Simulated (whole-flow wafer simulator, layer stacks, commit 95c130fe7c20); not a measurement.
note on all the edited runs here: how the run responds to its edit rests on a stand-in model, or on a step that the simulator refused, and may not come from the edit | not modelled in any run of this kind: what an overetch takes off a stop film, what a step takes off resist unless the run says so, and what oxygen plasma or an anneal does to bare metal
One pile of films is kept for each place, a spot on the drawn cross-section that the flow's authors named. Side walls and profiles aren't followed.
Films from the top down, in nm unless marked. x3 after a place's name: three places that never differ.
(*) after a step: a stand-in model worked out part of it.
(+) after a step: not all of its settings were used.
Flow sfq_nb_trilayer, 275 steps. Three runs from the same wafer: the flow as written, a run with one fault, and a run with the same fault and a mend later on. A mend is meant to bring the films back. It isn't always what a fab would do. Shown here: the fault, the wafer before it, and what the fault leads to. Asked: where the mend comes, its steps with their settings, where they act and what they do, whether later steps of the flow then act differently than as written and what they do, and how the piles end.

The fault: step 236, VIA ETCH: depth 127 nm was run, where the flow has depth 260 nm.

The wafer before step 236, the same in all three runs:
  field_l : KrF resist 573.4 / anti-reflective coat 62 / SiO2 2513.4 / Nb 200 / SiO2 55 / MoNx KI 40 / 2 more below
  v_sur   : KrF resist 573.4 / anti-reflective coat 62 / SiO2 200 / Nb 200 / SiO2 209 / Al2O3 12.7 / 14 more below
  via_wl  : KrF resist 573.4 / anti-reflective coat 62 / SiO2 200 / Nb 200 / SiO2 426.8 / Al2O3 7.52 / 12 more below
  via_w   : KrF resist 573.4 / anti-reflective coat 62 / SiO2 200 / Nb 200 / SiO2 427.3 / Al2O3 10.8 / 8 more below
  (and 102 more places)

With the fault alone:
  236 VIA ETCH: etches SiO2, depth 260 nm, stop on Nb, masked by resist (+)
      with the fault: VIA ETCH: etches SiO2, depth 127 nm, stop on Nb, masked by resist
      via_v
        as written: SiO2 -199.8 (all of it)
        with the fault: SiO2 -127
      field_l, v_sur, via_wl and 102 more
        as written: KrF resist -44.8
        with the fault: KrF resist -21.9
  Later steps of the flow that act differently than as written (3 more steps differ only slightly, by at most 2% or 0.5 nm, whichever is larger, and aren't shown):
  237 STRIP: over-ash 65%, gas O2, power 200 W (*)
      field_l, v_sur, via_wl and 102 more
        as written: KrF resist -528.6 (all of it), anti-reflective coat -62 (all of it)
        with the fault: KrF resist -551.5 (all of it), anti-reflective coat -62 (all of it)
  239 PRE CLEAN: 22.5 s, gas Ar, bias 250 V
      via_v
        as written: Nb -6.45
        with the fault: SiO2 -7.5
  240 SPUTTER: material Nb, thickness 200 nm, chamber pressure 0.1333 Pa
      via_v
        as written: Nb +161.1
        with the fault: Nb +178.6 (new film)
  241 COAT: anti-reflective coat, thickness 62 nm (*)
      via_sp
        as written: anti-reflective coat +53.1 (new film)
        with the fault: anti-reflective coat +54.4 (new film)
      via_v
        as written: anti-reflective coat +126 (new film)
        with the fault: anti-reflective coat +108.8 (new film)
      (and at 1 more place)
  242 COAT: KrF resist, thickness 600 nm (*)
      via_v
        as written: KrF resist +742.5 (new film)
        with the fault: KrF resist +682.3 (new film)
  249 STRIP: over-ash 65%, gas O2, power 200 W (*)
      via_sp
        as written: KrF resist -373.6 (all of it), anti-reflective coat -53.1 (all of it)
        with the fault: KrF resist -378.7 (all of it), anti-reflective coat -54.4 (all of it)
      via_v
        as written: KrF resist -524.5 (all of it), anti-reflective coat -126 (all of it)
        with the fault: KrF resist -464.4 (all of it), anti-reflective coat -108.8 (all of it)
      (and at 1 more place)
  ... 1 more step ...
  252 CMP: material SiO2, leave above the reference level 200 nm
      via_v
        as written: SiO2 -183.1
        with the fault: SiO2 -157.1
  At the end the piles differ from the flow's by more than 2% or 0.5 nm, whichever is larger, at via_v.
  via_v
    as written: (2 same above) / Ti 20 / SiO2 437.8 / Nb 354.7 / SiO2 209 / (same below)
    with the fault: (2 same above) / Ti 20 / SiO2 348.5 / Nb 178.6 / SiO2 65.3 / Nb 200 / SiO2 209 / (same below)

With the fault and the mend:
  The mend comes after step 237.
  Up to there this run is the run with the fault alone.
  237a COAT: anti-reflective coat, thickness 62 nm (*) (the flow's step 229 once more)
      p4_fl x3, p4_w1 x9, p4_g1 x2 and 63 more
        anti-reflective coat +62 (new film)
      be_r, r_sur, res, r_end, moat, field_r, lsp_l, ln_m5
        anti-reflective coat +61.8 (new film)
      lsp_m, ln_m6, lsp_r, l0_sur, l0v
        anti-reflective coat +61.9 (new film)
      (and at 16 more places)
  237b COAT: KrF resist, thickness 650 nm (*) (the flow's step 230 once more)
      p4_fl x3, p4_w1 x9, p4_g1 x2 and 63 more
        KrF resist +650 (new film)
      moat, field_r, lsp_l and 6 more
        KrF resist +649.7 (new film)
      v_sur, gap
        KrF resist +648.5 (new film)
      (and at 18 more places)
  237c SOFTBAKE: KrF resist (the flow's step 231 once more)
      changes no film at any place that is followed
  237d EXPOSE: photomask I6, dose 11.91 mJ/cm2, NA 0.6, wavelength 248 nm (*) (the flow's step 232 once more)
      changes no film at any place that is followed
  237e PEB: KrF resist, 90 s (the flow's step 233 once more)
      wire, ce_l, c5j and 92 more
        KrF resist -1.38
      field_l, v_sur, via_wl and 7 more
        KrF resist -1.37
      via_v
        KrF resist -1.56
  237f DEVELOP: KrF resist, thickness 650 nm, 60 s (the flow's step 234 once more)
      field_l, v_sur, via_wl and 102 more
        KrF resist -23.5
      via_v
        KrF resist -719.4 (all of it)
  237g VIA ETCH: etches anti-reflective coat, depth 125 nm, masked by resist (+) (the flow's step 235 once more)
      field_l, v_sur, via_wl and 102 more
        KrF resist -69.4
      via_v
        anti-reflective coat -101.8 (all of it), SiO2 -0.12
  237h VIA ETCH: etches SiO2, depth 133 nm, stop on Nb, masked by resist (+) (the flow's step 236 once more, with other settings)
      field_l, v_sur, via_wl and 102 more
        KrF resist -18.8
      via_v
        SiO2 -72.7 (all of it)
  237i STRIP: over-ash 65%, gas O2, power 200 W (*) (the flow's step 237 once more)
      p4_fl x3, p4_w1 x9, p4_g1 x2 and 63 more
        KrF resist -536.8 (all of it), anti-reflective coat -62 (all of it)
      lsp_m, ln_m6, lsp_r, l0_sur, l0v
        KrF resist -536.6 (all of it), anti-reflective coat -61.9 (all of it)
      r_end, moat, field_r, lsp_l
        KrF resist -536.5 (all of it), anti-reflective coat -61.8 (all of it)
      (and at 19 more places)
  No later step of the flow acts differently than as written at any place that is followed.
  At the end the piles are the same as the flow's at every place that both follow.
